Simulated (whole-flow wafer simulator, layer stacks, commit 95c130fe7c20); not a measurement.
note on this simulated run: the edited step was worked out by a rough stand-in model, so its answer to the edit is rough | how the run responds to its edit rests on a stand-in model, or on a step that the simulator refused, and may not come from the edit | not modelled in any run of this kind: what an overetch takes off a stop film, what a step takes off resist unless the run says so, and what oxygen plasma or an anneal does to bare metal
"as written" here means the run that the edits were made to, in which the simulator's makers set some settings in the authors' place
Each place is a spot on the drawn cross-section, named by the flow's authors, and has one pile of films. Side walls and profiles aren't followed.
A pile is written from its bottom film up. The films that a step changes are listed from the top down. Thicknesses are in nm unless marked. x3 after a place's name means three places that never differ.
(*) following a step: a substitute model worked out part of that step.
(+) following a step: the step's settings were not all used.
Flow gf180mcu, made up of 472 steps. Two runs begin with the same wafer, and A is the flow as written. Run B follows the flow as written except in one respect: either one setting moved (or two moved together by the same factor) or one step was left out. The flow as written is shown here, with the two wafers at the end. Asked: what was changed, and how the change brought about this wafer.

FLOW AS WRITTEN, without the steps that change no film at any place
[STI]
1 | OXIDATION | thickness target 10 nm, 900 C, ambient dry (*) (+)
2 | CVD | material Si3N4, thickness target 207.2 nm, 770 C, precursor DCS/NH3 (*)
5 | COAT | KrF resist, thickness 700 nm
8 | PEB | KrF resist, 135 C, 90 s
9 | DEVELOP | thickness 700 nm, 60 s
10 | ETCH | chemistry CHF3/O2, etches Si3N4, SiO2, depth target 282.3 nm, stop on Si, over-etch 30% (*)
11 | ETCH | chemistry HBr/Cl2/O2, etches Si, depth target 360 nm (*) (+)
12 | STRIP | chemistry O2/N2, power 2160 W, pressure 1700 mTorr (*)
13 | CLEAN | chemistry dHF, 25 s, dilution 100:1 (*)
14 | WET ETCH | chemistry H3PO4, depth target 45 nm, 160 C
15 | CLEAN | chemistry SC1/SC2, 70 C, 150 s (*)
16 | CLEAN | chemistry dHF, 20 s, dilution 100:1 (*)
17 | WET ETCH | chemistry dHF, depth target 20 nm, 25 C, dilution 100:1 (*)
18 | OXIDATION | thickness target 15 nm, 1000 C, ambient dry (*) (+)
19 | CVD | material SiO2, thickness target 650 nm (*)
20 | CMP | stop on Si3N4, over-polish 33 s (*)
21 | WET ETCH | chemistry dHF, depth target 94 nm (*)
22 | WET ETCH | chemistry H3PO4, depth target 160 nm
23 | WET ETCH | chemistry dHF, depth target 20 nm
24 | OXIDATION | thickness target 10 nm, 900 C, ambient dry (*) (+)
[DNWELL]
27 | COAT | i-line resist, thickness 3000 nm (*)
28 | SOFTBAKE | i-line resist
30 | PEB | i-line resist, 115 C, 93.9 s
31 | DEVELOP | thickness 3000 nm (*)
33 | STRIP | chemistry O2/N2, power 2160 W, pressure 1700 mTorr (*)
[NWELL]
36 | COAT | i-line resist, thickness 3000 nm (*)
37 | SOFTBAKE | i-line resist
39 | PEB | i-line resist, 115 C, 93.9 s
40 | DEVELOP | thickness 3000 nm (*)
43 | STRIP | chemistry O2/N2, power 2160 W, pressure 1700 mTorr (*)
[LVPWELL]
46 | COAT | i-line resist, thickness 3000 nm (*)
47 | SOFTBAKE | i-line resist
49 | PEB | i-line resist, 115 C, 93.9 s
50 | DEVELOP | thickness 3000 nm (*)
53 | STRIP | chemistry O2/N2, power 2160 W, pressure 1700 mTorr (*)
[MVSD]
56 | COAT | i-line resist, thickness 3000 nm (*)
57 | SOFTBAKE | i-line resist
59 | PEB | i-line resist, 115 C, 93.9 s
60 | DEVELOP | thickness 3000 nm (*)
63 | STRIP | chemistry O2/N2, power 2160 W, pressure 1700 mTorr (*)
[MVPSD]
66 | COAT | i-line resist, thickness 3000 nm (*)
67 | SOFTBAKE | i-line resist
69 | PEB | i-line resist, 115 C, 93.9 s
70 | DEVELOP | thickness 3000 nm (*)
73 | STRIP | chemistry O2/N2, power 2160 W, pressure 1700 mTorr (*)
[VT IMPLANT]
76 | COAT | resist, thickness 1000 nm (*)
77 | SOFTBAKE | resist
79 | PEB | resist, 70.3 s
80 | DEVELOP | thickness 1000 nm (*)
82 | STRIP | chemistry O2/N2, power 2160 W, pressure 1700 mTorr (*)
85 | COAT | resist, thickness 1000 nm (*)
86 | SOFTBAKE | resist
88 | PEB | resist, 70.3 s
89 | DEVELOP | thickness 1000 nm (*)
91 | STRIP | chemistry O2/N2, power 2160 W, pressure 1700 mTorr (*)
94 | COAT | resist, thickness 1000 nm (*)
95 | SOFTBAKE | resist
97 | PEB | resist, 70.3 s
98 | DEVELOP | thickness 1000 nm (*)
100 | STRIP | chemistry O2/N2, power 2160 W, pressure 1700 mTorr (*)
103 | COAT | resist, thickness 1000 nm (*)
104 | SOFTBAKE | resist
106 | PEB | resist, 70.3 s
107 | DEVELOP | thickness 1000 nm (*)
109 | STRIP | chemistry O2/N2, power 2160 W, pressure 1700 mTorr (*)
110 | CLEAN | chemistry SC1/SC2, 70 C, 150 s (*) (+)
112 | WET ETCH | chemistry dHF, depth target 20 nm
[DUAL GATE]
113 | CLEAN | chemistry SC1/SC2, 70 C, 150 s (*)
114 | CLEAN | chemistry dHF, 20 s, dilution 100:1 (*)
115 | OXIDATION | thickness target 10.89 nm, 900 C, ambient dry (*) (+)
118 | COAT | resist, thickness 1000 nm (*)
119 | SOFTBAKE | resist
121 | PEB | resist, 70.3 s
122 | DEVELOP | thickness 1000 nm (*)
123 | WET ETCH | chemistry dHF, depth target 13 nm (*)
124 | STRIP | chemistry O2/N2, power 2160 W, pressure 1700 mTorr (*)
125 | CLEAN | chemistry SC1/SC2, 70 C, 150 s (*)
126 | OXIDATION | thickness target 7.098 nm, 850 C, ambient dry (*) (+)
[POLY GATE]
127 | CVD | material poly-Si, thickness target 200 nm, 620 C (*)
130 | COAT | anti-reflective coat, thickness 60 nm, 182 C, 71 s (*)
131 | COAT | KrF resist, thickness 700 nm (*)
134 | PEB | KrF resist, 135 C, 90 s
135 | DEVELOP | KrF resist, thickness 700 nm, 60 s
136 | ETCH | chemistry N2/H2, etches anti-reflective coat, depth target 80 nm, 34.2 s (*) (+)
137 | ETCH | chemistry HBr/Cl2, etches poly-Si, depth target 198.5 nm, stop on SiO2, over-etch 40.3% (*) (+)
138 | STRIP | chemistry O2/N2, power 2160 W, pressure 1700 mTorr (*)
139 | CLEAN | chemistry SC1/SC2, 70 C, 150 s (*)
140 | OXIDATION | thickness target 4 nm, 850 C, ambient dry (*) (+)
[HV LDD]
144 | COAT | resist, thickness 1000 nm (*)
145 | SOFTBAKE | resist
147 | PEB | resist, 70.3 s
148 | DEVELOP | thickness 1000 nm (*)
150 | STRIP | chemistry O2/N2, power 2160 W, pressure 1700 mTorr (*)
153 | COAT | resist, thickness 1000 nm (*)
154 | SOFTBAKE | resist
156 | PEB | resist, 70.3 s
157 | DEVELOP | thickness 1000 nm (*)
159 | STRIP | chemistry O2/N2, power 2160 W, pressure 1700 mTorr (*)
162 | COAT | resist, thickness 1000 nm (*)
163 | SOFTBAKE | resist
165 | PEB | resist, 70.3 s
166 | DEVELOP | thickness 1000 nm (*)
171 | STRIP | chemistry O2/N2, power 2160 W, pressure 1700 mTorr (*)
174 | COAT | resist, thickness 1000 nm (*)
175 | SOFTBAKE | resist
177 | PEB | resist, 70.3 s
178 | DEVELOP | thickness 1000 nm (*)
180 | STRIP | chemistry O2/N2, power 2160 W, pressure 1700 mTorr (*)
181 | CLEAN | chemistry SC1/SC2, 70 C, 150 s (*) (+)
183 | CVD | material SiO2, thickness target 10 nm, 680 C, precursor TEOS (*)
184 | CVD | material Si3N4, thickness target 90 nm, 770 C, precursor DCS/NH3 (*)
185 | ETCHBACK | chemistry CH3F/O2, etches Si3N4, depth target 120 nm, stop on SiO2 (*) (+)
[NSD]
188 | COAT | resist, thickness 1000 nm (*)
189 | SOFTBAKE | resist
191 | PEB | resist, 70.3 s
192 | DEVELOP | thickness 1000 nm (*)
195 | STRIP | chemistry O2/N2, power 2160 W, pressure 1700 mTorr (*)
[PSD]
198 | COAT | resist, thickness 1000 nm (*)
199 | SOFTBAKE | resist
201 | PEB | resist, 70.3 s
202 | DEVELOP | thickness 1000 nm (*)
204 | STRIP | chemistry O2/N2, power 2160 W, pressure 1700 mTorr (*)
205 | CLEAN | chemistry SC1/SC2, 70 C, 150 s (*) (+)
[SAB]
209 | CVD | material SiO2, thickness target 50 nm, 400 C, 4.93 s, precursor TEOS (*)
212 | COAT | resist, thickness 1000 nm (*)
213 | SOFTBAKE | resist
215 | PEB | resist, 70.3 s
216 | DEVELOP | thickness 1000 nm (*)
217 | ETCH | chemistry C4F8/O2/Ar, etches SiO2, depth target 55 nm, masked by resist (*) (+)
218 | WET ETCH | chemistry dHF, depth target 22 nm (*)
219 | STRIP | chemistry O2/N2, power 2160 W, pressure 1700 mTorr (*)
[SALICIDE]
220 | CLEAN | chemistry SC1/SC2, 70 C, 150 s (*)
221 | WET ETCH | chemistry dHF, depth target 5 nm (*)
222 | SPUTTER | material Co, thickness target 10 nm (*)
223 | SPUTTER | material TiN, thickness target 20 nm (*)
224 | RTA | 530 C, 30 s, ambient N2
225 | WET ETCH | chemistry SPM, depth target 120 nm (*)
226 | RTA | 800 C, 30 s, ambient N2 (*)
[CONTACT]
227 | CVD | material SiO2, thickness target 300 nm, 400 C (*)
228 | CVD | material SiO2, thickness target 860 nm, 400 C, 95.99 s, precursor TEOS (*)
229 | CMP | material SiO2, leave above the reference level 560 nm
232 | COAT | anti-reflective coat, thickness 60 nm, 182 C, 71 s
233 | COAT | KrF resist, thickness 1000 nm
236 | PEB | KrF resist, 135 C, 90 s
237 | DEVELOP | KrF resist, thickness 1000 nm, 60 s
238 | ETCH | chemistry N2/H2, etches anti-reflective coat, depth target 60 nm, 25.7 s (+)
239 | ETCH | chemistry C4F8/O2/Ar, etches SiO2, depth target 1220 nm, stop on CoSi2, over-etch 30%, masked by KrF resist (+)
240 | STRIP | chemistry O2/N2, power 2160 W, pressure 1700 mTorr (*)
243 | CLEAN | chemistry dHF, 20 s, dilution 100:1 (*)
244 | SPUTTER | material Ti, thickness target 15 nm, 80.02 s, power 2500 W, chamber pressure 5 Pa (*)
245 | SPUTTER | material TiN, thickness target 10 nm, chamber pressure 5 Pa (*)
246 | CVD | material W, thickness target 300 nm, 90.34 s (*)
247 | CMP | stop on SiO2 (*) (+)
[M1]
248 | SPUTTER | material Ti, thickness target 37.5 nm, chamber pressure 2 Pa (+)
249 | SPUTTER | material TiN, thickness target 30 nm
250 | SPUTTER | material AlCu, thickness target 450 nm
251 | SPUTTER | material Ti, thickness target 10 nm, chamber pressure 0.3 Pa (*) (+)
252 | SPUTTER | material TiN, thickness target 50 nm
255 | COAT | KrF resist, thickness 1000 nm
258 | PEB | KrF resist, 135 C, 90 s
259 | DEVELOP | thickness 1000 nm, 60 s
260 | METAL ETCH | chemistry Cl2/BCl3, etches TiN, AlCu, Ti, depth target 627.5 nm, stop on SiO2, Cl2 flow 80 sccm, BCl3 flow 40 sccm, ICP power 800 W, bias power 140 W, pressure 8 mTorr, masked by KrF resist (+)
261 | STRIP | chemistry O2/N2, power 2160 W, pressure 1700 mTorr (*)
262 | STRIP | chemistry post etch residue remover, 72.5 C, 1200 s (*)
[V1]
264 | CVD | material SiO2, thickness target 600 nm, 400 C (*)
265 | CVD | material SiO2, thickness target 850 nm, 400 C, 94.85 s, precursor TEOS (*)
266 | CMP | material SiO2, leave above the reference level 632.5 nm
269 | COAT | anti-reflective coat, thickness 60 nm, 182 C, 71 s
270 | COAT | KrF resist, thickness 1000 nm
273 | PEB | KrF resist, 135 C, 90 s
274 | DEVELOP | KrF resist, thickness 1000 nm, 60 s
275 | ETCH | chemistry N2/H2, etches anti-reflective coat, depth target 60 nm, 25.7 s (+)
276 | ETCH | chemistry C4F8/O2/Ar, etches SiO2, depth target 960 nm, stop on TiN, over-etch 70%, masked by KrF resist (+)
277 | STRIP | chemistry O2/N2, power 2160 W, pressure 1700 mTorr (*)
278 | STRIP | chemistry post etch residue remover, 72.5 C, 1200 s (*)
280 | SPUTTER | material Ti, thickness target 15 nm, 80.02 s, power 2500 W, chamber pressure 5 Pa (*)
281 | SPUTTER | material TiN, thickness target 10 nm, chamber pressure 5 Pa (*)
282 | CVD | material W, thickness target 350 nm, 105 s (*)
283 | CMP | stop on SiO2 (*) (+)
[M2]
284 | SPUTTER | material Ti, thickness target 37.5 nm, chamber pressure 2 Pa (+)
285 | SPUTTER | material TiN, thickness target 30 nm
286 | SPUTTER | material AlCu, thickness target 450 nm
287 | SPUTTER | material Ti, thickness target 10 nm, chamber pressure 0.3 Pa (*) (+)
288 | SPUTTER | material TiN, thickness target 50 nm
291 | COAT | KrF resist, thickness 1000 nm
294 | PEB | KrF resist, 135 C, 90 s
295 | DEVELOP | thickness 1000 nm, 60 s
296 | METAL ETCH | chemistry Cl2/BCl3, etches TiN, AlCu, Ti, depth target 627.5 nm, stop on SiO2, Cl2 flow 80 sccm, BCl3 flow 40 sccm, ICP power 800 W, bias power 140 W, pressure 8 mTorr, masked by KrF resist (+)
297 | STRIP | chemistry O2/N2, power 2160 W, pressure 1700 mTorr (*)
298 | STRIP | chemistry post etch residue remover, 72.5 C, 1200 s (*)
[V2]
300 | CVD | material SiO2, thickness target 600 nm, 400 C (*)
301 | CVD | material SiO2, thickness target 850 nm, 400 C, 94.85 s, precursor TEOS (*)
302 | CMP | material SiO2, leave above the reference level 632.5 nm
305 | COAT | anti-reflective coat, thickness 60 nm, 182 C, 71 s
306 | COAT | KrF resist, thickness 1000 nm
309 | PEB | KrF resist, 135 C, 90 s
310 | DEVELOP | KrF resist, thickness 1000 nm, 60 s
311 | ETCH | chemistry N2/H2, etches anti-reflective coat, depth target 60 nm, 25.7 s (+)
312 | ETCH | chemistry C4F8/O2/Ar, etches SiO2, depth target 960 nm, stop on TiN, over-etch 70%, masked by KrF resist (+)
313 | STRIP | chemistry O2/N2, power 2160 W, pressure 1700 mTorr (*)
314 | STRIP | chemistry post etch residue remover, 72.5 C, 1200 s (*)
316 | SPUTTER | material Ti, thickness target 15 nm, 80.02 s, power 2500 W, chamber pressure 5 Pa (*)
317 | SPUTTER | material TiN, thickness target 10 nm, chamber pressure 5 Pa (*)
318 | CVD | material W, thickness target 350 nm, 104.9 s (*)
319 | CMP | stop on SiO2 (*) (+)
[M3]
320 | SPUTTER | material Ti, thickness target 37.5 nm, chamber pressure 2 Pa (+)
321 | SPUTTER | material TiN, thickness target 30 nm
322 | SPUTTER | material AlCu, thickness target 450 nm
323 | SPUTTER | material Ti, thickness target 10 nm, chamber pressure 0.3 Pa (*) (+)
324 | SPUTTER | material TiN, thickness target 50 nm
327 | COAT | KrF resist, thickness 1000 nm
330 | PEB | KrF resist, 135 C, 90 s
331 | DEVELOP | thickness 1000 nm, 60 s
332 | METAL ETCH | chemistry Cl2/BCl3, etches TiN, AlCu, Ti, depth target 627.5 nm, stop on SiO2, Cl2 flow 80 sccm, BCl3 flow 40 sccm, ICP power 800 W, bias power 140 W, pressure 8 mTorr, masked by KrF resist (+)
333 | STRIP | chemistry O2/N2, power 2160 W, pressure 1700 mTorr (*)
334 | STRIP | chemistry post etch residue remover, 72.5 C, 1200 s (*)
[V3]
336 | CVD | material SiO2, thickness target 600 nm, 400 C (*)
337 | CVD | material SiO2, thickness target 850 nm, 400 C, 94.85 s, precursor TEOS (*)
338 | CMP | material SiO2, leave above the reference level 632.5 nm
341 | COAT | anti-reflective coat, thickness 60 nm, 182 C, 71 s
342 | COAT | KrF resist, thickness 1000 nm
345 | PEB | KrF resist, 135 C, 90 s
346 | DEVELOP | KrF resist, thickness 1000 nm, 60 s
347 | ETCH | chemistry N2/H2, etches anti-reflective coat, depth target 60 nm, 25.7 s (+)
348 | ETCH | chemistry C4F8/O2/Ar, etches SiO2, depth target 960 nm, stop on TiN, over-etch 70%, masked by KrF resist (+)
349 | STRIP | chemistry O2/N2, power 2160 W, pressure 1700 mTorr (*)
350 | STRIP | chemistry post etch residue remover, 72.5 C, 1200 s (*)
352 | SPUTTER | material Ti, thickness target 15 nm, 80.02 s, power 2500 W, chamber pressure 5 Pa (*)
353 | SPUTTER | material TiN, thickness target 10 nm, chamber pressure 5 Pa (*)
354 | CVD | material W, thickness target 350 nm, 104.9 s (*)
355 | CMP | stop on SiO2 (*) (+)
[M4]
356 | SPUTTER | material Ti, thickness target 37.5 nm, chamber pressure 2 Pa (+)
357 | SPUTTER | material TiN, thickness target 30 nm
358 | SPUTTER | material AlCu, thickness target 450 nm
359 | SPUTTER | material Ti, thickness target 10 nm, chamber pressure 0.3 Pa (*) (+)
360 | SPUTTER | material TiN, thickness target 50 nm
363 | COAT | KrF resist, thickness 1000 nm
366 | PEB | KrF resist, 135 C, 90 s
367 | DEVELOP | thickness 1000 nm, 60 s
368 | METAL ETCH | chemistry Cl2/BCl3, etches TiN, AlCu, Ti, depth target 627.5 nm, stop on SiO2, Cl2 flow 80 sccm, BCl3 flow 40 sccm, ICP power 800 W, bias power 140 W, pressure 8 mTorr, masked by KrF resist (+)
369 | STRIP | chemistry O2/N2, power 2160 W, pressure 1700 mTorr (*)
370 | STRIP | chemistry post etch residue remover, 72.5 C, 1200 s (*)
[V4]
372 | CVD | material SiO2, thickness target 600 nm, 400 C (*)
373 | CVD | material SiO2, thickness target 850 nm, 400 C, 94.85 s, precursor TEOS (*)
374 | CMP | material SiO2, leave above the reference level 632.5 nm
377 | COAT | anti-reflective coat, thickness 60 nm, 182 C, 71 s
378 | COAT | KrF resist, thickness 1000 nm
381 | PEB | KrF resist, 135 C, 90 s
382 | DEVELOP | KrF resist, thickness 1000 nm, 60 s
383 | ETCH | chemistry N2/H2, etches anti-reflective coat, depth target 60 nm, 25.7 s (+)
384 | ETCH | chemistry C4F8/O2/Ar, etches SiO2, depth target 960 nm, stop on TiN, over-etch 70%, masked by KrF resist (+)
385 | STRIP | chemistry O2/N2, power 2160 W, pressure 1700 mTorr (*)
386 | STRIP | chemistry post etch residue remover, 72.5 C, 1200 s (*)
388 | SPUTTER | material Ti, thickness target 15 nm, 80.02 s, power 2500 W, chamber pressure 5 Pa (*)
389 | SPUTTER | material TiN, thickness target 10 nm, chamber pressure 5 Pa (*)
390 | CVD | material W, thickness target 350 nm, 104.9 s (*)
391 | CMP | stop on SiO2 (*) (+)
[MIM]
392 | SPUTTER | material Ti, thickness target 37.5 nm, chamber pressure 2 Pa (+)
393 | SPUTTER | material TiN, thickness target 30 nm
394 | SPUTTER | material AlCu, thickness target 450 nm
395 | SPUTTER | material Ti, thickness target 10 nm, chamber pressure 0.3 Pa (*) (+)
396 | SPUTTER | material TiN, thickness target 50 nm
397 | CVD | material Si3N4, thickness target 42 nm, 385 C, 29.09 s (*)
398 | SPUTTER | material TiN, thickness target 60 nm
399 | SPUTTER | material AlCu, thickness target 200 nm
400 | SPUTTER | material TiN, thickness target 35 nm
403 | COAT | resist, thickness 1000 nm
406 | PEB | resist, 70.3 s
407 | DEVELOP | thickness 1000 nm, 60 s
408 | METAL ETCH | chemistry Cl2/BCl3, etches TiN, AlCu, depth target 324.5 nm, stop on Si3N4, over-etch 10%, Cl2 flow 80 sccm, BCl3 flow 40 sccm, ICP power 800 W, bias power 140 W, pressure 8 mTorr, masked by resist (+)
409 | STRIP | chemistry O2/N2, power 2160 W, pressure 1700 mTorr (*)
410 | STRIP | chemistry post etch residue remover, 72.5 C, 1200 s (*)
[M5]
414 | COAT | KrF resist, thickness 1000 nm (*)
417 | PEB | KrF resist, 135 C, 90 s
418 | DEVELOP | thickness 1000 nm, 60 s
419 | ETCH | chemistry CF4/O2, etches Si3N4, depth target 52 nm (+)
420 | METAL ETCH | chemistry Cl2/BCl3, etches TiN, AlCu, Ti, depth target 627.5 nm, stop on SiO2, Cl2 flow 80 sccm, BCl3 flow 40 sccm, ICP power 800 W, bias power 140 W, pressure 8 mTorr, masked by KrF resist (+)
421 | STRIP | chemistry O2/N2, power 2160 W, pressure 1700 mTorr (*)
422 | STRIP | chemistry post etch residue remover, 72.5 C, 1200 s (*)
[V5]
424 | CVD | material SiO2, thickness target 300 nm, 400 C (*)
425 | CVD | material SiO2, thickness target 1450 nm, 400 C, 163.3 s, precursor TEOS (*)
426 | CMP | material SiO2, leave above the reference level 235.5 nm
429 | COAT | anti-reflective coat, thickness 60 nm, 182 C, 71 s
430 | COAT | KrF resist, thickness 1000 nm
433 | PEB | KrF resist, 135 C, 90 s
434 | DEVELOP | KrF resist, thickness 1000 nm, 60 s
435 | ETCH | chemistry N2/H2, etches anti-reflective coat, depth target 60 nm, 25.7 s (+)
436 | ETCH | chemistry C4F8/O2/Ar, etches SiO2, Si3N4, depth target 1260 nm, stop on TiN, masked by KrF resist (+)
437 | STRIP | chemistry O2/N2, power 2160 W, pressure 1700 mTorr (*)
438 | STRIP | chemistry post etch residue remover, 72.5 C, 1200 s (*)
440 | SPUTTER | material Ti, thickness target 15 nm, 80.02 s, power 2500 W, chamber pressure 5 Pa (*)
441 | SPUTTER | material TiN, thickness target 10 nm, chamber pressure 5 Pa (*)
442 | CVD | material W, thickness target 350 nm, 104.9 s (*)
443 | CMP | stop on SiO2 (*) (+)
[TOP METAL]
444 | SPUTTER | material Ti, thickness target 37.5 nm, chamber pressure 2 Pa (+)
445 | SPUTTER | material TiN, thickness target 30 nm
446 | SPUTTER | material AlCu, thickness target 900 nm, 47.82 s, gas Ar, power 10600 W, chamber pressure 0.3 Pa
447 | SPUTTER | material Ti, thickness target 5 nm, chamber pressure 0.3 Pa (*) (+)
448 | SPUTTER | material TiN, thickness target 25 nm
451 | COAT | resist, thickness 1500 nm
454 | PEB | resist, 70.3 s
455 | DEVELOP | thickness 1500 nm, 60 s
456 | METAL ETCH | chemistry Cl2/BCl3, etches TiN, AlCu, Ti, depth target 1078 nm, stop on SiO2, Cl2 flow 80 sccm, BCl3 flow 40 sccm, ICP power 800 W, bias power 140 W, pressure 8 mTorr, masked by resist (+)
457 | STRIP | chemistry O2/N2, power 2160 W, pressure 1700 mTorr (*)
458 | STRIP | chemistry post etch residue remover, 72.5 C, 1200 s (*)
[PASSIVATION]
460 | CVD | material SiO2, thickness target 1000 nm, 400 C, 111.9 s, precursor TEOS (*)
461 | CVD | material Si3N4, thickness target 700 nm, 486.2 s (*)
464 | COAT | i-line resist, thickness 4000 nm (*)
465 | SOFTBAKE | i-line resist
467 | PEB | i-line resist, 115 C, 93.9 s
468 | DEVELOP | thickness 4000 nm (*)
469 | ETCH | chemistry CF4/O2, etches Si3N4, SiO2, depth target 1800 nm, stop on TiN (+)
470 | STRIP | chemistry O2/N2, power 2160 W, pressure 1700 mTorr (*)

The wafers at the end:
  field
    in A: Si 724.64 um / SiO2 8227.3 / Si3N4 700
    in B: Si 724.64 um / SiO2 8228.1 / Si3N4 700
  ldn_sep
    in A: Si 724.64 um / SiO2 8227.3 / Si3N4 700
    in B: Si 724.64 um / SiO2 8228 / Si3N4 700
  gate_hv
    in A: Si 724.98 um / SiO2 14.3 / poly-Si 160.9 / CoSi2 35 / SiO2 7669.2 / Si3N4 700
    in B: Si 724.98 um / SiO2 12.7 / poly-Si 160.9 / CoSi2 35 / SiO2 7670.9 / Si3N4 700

What caused this: step 126, OXIDATION: 808 C was run, though the flow has 850 C.

Step by step, how the change led to this:
  126 | OXIDATION | thickness target 7.098 nm, 850 C, ambient dry (*) (+)
      gate_hv, active_hv, active_nat and 25 more: A SiO2 gains 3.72, Si loses 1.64 | B SiO2 gains 2.17, Si loses 0.96
      active, n_well, p_well and 12 more: A SiO2 gains 7.1 (new film), chemical SiO2 loses 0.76 (all of it), Si loses 2.79 | B SiO2 gains 4.85 (new film), chemical SiO2 loses 0.76 (all of it), Si loses 1.8
  189 | SOFTBAKE | resist
      field__w9: A resist gains 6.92 | B resist loses 3.06
  199 | SOFTBAKE | resist
      field__w9: A resist gains 6.92 | B resist loses 3.06
  218 | WET ETCH | chemistry dHF, depth target 22 nm (*)
      active, p_well, sd_n, iso_ptap_pw, iso_ntap_nw, iso_ptap_sub, vpnp_e: A SiO2 loses 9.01 (all of it) | B SiO2 loses 6.91 (all of it)
      ldn_tap, ldn_src, ldn_drn, ldp_tap, ldp_src, ldp_drn, ldp_gr: A SiO2 loses 16 (all of it) | B SiO2 loses 14.5 (all of it)
      (as well as at 9 more places)
  223 | SPUTTER | material TiN, thickness target 20 nm (*)
      field__w12: A TiN gains 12 (new film) | B TiN gains 12.6 (new film)
  225 | WET ETCH | chemistry SPM, depth target 120 nm (*)
      field__w12: A TiN loses 12 (all of it), Co loses 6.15 (all of it) | B TiN loses 12.6 (all of it), Co loses 6.15 (all of it)
